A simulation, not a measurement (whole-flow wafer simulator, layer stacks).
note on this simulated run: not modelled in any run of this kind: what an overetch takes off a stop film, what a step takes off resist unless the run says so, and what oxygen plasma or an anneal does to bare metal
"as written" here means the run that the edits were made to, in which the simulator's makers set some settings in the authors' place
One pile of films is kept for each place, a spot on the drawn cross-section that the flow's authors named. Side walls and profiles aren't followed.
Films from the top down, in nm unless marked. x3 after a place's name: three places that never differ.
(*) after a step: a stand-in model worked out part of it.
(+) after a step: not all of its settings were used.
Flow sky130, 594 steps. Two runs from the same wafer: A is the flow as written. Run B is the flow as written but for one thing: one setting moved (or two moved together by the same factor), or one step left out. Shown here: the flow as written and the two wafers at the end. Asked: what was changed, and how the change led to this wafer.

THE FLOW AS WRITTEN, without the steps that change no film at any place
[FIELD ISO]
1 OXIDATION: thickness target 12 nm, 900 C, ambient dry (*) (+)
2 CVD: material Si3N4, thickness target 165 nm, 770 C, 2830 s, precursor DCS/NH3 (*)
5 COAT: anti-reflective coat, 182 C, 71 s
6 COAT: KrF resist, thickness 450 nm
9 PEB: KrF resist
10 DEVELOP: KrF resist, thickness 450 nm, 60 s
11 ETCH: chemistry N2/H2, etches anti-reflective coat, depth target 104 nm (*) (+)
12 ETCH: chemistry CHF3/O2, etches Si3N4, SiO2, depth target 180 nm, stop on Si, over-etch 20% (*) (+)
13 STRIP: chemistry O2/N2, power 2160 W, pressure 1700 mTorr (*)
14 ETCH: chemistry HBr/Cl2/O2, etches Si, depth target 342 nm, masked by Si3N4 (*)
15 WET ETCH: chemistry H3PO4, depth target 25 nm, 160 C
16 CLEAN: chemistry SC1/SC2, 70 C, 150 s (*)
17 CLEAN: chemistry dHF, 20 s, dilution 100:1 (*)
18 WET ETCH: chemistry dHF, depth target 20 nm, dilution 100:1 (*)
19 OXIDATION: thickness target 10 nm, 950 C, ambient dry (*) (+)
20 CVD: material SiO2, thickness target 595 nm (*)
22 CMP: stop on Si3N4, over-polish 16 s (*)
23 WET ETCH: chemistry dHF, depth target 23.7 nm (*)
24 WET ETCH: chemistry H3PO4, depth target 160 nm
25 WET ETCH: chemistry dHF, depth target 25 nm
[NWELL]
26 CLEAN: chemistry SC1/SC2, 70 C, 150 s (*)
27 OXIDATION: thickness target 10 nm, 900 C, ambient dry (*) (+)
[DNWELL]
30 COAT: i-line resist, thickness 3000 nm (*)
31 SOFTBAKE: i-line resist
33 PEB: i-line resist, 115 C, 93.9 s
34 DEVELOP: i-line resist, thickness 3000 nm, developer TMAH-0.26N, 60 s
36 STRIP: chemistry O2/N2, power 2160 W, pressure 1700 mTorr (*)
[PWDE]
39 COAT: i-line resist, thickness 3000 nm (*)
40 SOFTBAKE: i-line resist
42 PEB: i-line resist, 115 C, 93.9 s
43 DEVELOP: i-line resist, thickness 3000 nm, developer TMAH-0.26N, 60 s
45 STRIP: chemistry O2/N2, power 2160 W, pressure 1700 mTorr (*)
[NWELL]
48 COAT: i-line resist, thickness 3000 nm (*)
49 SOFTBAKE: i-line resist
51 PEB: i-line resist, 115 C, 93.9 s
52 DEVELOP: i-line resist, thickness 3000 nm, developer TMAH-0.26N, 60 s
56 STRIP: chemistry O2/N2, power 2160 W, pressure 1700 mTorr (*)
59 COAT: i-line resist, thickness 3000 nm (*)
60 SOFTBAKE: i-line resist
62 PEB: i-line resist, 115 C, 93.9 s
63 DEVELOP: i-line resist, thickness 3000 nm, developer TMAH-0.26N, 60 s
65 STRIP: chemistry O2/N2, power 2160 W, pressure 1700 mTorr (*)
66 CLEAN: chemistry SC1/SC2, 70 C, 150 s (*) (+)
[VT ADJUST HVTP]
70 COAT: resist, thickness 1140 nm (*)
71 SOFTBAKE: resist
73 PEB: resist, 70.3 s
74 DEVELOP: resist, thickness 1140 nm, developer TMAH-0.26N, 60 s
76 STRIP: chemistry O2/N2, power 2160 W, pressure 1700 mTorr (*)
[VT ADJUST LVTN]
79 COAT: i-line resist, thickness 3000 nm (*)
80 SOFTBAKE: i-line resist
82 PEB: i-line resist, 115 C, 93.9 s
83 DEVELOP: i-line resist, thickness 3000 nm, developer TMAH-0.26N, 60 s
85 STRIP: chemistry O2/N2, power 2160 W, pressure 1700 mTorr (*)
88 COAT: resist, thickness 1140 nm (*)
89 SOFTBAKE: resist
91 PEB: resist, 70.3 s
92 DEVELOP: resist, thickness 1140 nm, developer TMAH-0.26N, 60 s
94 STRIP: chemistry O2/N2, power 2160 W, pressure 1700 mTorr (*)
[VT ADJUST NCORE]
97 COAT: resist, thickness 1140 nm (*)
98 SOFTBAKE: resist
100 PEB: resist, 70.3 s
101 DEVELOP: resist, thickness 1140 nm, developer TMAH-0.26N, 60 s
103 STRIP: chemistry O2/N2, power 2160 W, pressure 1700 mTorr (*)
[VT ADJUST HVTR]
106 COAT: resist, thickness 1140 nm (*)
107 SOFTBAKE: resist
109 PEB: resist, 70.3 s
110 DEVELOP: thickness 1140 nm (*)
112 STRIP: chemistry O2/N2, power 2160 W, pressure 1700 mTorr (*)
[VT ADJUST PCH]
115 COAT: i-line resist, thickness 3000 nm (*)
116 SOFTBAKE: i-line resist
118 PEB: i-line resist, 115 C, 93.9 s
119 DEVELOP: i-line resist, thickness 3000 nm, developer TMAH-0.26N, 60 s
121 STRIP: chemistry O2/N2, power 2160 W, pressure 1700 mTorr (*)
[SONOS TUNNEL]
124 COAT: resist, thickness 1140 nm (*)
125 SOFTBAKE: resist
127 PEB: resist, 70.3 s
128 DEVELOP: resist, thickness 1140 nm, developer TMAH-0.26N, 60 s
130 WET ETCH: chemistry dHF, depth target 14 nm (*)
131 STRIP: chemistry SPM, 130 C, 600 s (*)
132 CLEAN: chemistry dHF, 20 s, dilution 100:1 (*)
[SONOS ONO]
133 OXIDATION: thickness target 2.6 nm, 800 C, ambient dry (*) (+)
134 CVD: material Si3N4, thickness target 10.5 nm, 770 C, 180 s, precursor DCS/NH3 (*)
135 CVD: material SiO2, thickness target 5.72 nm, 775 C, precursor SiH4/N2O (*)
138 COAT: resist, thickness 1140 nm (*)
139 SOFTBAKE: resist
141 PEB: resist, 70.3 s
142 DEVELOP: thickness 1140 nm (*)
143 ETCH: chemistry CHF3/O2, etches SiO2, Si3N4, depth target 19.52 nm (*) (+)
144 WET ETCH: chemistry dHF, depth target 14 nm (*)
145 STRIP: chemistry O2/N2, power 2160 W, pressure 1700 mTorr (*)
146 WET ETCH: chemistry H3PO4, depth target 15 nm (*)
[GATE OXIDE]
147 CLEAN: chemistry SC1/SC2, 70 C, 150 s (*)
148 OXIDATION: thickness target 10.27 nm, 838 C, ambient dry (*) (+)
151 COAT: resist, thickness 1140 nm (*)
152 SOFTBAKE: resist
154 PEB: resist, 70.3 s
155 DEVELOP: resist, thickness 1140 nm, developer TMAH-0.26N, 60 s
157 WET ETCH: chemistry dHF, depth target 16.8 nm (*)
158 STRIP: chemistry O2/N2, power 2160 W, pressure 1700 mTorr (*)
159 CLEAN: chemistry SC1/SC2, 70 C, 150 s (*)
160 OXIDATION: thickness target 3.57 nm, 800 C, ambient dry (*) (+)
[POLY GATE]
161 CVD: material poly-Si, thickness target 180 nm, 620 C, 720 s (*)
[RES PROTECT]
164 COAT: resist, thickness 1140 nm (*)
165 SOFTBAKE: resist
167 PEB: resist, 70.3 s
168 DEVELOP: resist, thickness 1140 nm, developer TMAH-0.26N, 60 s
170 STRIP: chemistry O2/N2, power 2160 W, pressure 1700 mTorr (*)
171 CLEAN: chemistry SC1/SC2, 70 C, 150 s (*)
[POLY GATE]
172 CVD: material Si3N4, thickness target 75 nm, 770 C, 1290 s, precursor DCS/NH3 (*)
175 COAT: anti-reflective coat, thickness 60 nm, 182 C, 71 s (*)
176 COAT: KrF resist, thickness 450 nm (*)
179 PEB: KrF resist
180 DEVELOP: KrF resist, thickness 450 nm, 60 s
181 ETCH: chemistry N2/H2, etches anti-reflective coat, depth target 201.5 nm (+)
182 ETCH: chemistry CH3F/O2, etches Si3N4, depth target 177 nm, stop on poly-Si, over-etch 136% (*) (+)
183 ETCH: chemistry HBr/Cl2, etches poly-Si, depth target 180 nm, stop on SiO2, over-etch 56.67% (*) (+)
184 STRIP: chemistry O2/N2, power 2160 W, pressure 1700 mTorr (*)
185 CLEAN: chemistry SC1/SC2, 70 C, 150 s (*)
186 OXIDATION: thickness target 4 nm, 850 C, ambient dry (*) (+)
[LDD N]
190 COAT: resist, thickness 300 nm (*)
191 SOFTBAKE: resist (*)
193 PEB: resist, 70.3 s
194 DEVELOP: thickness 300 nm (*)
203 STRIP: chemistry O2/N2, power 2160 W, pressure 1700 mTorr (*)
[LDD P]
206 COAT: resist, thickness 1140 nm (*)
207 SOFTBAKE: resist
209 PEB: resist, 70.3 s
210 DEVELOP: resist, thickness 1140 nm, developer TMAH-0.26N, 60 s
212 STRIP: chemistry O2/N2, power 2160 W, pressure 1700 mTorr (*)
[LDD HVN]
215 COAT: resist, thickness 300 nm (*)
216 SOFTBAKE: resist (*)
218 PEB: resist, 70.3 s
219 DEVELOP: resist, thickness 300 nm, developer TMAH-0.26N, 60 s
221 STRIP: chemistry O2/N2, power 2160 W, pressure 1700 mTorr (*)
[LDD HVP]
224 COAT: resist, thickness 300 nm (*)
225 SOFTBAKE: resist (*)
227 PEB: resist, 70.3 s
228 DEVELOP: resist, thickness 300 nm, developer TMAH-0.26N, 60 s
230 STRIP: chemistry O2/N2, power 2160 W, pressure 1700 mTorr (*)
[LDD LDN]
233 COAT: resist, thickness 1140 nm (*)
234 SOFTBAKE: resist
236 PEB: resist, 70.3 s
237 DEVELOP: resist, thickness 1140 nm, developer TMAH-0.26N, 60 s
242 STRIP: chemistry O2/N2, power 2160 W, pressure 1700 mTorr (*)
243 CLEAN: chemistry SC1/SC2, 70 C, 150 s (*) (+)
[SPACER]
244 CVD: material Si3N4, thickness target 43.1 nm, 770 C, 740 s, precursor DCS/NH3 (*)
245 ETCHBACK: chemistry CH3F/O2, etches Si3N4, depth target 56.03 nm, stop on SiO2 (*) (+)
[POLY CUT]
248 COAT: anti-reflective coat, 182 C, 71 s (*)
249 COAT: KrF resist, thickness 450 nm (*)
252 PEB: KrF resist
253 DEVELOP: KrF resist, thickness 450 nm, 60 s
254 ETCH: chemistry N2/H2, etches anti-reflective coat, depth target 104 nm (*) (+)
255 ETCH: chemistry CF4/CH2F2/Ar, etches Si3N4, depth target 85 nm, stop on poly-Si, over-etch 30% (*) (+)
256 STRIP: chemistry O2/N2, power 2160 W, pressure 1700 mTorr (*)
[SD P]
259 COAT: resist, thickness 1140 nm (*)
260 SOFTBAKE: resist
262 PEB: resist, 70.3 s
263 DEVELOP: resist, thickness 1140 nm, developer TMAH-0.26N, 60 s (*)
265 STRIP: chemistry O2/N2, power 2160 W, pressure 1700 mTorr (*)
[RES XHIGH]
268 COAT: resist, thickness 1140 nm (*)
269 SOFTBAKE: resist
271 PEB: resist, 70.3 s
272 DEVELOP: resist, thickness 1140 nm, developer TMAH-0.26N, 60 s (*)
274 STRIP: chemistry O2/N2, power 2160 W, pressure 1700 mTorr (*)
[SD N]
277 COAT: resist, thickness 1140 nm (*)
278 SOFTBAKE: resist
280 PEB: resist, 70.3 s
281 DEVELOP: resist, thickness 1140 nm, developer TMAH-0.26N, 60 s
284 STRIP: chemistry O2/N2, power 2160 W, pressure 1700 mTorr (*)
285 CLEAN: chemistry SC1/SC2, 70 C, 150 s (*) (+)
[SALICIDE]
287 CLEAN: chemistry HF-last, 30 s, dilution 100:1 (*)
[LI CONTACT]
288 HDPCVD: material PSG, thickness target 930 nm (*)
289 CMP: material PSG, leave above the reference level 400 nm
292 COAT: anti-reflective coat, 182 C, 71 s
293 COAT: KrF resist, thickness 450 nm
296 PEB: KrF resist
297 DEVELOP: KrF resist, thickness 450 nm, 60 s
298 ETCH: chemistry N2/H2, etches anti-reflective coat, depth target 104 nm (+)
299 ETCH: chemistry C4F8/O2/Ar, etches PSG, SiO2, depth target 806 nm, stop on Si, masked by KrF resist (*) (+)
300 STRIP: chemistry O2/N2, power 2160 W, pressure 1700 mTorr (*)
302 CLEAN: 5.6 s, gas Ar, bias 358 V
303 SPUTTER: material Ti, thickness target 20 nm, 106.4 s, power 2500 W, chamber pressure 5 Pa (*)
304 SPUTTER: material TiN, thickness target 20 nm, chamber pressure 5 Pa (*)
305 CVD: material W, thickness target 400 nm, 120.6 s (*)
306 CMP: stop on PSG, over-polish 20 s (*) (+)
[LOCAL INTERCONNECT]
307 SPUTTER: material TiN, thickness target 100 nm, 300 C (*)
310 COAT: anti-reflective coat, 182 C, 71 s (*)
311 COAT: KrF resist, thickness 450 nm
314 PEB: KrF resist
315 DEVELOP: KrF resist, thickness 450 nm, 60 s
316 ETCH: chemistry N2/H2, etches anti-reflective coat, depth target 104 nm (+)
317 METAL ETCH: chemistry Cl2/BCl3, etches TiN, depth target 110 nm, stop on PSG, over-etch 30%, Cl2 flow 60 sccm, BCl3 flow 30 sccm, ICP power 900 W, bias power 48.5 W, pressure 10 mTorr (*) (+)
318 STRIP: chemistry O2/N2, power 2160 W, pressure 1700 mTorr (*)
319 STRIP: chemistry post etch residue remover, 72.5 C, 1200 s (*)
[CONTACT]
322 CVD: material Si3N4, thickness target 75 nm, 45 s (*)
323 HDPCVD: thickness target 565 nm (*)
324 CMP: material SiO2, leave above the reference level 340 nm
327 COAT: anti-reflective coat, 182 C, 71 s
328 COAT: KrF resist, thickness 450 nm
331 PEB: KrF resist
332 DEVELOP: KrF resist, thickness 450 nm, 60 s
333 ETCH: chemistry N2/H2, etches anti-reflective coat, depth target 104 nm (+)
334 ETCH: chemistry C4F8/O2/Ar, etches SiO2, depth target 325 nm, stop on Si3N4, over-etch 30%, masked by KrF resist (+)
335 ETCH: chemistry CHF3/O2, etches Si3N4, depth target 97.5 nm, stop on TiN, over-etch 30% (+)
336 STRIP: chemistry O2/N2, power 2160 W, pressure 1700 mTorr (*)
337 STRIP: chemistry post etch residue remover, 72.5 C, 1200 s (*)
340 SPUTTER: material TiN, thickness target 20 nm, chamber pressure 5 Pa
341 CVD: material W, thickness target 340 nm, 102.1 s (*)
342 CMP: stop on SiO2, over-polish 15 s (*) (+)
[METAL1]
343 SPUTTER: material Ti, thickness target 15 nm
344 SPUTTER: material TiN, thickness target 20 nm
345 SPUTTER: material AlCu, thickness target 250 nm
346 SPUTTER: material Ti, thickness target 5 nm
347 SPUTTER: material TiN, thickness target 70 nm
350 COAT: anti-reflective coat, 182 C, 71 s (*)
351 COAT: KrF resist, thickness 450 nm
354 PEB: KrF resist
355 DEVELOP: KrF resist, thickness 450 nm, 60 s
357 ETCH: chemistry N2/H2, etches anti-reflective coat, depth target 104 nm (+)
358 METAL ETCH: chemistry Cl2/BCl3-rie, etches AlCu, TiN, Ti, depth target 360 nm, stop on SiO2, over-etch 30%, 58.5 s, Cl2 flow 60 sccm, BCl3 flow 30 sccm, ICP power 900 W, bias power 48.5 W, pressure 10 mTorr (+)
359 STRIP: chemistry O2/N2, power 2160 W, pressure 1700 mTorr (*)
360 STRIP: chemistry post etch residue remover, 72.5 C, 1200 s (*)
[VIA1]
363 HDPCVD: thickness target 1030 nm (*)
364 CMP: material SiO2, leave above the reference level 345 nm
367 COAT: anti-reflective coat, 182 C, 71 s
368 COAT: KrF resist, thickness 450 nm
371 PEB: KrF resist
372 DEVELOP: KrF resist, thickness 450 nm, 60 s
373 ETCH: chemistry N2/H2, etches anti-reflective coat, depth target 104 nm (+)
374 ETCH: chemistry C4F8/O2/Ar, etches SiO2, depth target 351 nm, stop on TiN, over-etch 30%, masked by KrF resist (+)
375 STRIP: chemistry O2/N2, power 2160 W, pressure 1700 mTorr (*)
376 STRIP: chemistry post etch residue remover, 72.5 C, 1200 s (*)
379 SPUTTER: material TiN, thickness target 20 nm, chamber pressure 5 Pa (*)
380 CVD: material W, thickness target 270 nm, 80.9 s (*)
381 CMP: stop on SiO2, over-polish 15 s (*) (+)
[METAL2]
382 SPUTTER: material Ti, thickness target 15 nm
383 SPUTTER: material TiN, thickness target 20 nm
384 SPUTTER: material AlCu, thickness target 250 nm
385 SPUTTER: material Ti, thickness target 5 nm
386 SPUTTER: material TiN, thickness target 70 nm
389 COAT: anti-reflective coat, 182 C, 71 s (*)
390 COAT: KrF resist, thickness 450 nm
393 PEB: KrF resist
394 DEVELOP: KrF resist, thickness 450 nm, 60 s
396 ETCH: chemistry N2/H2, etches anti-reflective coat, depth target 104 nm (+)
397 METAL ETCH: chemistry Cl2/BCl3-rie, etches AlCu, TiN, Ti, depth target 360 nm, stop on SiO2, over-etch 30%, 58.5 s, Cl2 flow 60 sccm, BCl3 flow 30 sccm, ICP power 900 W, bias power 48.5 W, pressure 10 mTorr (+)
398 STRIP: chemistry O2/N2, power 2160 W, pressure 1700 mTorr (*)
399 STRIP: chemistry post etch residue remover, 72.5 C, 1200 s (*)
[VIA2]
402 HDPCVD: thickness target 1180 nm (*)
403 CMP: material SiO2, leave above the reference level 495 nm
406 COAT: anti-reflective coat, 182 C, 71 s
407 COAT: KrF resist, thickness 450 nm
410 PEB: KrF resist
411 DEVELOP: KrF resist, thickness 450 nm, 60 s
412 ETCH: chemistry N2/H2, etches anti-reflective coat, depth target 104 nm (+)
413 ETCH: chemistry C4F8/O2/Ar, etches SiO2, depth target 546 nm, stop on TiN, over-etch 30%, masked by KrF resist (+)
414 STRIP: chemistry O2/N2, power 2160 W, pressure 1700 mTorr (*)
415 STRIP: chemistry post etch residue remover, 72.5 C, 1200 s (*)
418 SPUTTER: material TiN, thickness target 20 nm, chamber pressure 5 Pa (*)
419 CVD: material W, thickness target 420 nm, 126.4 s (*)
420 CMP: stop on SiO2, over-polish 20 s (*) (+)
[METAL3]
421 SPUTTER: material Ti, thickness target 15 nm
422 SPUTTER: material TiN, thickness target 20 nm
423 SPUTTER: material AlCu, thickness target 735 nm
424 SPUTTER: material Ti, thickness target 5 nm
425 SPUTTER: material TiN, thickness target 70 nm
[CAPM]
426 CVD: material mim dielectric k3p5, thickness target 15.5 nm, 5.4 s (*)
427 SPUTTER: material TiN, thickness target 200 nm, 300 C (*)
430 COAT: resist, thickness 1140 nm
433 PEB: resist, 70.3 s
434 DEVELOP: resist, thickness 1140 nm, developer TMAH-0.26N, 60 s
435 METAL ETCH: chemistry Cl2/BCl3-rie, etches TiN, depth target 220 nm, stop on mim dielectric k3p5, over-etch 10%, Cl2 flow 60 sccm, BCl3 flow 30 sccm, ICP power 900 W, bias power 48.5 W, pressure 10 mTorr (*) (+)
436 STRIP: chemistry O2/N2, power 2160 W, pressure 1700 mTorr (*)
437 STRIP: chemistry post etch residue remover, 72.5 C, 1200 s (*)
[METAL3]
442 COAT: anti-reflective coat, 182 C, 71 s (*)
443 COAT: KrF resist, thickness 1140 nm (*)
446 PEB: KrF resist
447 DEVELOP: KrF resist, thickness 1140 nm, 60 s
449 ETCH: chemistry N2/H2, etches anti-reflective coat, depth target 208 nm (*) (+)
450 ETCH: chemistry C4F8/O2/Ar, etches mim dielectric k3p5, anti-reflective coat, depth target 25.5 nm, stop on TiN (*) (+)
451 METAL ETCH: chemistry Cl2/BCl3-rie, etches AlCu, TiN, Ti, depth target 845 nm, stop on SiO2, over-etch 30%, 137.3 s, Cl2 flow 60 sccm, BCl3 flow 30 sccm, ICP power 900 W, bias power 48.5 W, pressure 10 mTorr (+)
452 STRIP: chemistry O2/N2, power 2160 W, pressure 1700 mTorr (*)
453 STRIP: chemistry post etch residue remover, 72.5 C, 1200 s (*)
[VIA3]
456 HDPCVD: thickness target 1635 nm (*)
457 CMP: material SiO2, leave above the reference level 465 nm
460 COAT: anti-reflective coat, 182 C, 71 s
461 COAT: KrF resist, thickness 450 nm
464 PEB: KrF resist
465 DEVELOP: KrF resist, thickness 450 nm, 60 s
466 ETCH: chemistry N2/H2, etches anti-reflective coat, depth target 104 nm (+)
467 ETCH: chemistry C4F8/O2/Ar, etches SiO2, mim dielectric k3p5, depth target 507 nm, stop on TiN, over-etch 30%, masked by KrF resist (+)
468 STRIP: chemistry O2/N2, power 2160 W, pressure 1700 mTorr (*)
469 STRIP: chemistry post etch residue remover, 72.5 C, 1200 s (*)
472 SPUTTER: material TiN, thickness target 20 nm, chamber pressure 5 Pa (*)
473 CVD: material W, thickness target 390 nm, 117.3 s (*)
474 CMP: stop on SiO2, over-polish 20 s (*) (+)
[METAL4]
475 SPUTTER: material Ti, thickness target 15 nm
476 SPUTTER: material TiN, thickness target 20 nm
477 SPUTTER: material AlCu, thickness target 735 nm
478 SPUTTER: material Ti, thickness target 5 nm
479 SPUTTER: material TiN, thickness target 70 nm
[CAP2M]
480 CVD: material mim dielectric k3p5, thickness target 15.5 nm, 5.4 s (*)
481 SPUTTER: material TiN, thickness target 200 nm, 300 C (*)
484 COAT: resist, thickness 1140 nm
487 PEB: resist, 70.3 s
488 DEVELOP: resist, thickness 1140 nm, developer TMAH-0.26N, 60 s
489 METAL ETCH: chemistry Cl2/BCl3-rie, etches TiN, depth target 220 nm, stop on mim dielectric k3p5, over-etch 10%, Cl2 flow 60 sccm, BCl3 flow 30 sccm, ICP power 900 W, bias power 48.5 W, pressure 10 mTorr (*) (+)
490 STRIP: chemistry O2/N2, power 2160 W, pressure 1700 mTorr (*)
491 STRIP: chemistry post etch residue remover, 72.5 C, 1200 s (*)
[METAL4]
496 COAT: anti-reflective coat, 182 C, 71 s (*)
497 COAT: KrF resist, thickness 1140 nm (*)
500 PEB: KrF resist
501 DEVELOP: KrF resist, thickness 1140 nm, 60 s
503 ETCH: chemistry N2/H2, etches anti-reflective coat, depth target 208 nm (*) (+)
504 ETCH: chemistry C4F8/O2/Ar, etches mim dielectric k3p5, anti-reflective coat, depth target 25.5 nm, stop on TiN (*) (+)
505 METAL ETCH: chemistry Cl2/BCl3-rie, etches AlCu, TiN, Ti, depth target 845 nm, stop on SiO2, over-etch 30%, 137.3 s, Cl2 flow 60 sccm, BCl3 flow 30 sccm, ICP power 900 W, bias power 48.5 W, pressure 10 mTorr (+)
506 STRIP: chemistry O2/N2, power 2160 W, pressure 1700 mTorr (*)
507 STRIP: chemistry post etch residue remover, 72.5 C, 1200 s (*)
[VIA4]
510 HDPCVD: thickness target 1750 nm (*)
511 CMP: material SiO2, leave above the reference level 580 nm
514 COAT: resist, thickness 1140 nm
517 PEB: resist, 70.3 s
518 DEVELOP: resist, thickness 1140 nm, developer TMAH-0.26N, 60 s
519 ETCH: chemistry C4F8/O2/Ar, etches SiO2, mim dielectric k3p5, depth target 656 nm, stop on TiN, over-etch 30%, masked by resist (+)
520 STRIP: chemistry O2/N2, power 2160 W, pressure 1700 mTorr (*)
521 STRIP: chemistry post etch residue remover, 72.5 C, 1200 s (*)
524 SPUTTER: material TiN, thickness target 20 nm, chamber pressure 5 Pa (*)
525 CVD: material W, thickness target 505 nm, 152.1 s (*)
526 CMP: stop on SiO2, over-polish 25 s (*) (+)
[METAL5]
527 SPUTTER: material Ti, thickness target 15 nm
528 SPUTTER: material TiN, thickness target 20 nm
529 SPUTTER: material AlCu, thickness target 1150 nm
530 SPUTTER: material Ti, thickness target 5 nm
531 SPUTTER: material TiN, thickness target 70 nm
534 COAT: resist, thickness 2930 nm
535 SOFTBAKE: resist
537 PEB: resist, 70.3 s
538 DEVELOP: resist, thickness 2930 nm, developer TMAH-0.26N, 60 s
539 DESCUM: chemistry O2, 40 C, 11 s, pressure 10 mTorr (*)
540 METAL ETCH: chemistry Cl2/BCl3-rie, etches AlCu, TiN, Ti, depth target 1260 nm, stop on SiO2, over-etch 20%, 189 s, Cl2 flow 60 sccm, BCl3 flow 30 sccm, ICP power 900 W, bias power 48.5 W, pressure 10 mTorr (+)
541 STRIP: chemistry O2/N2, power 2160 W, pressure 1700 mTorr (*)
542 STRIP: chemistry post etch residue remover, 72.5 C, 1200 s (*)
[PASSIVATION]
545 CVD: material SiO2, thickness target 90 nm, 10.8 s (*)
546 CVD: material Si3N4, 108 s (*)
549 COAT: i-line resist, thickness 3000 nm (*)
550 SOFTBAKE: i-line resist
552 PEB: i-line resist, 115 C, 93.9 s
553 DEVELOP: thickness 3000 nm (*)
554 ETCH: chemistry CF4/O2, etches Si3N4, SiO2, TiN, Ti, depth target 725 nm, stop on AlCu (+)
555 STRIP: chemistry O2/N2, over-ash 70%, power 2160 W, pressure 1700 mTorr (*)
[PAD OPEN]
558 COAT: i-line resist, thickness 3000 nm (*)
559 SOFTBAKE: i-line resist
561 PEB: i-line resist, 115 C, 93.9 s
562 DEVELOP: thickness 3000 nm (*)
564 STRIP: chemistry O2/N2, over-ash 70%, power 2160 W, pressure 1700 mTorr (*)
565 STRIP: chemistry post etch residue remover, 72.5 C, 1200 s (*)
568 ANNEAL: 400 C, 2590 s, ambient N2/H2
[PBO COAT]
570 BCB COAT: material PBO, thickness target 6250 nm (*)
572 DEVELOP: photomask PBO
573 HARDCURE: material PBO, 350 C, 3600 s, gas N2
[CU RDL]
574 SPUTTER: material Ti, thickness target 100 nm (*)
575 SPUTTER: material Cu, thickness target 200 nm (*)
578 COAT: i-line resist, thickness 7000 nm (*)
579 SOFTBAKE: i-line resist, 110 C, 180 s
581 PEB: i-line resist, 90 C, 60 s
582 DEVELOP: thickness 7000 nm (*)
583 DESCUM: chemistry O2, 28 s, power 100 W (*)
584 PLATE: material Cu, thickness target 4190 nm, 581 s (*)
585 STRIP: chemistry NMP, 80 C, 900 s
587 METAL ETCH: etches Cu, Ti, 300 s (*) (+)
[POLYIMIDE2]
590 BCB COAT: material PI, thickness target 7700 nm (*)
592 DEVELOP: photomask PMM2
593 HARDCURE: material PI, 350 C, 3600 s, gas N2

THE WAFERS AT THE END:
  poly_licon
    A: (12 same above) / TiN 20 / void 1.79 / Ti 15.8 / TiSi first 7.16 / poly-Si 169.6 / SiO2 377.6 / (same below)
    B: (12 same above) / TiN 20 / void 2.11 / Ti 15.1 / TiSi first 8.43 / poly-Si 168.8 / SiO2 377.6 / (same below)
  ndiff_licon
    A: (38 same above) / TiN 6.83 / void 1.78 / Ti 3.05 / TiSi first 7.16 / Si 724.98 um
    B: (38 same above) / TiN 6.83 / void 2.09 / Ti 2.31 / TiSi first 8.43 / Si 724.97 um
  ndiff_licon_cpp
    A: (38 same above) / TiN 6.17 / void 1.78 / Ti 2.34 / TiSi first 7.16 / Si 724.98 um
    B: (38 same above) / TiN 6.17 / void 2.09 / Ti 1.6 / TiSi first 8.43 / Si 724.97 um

The cause: step 573, HARDCURE: 385 C was run, where the flow has 350 C.

How the change led to this, step by step:
  573 HARDCURE: material PBO, 350 C, 3600 s, gas N2
      poly_licon, rpo_hd_licon: A PBO -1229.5, void +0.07, Ti -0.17, TiSi first +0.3, poly-Si -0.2 | B PBO -1229.5, void +0.4, Ti -0.94, TiSi first +1.61, poly-Si -1.07
      ndiff_licon: A PBO -1235.4, void +0.07, Ti -0.17, TiSi first +0.3, Si -0.2 | B PBO -1235.4, void +0.4, Ti -0.94, TiSi first +1.61, Si -1.06
      (and at 1 more place)
